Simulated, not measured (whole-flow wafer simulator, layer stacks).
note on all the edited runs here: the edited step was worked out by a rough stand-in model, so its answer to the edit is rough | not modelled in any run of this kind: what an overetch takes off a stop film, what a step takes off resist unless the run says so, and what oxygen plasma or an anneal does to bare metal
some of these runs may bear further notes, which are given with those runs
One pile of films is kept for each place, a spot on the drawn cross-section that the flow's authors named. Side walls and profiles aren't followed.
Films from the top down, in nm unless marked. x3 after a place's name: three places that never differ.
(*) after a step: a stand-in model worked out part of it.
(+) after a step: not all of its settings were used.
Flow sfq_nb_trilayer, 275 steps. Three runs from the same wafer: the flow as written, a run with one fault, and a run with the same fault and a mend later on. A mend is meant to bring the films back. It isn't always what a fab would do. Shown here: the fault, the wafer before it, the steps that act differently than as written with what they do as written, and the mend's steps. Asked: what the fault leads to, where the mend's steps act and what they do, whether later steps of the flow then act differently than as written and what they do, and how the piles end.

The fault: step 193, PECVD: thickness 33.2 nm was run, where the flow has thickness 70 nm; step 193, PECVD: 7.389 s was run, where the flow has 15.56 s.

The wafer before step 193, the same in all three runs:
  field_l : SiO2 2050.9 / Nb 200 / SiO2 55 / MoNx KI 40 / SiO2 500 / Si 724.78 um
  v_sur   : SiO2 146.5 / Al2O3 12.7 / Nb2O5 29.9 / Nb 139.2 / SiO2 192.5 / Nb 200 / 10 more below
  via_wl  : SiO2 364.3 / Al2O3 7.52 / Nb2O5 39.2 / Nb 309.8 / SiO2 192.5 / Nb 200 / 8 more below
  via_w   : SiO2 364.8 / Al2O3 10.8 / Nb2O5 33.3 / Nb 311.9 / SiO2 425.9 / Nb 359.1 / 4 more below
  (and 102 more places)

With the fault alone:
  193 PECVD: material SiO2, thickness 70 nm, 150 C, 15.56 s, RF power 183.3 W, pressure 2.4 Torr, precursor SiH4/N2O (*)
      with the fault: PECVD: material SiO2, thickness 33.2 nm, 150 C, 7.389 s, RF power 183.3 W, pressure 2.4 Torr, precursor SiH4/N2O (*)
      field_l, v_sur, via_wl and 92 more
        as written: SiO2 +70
        with the fault: SiO2 +33.2
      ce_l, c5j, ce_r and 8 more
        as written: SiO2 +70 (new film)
        with the fault: SiO2 +33.2 (new film)
  Later steps of the flow that act differently than as written (10 more steps differ only slightly, by at most 2% or 0.5 nm, whichever is larger, and aren't shown):
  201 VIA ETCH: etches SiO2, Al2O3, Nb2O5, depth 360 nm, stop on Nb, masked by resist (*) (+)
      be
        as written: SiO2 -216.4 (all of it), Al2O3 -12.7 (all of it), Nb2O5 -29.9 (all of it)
        with the fault: SiO2 -179.6 (all of it), Al2O3 -12.7 (all of it), Nb2O5 -29.9 (all of it)
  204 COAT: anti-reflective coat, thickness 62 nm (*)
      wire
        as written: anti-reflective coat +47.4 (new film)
        with the fault: anti-reflective coat +48.7 (new film)
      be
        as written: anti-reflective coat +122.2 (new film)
        with the fault: anti-reflective coat +116.6 (new film)
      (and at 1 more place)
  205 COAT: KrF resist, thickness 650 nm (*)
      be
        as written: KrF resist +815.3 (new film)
        with the fault: KrF resist +789.1 (new film)
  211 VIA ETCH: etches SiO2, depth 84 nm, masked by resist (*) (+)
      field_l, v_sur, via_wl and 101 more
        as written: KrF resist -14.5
        with the fault: KrF resist -8.55
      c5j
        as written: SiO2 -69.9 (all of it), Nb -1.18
        with the fault: SiO2 -33.1 (all of it), Nb -1.37
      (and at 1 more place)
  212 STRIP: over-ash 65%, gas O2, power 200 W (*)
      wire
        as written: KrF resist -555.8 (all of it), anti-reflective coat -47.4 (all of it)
        with the fault: KrF resist -563.6 (all of it), anti-reflective coat -48.7 (all of it)
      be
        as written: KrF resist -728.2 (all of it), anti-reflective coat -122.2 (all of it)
        with the fault: KrF resist -707.9 (all of it), anti-reflective coat -116.6 (all of it)
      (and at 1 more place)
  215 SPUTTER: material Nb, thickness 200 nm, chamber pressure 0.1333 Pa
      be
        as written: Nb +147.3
        with the fault: Nb +155.8
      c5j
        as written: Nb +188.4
        with the fault: Nb +197.5
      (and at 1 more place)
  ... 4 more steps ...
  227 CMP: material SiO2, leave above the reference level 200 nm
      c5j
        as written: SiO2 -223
        with the fault: SiO2 -253.9
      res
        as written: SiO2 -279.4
        with the fault: SiO2 -323.3
  At the end the piles differ from the flow's by more than 2% or 0.5 nm, whichever is larger, at v_sur, via_wl, via_w and 79 more.
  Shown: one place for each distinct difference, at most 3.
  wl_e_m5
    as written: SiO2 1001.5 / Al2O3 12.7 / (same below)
    with the fault: SiO2 964.7 / Al2O3 12.7 / (same below)
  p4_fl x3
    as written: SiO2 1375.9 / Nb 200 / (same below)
    with the fault: SiO2 1339.1 / Nb 200 / (same below)
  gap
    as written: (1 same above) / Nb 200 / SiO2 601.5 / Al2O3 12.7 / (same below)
    with the fault: (1 same above) / Nb 200 / SiO2 564.7 / Al2O3 12.7 / (same below)

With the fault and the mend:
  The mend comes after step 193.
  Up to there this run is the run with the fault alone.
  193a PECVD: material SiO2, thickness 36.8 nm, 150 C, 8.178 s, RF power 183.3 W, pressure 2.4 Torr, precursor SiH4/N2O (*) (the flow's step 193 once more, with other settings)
      field_l, v_sur, via_wl and 103 more
        SiO2 +36.8
  No later step of the flow acts differently than as written, at any place that is followed, by more than 2% or 0.5 nm, whichever is larger.
  At the end the piles are the same as the flow's at every place that both follow.
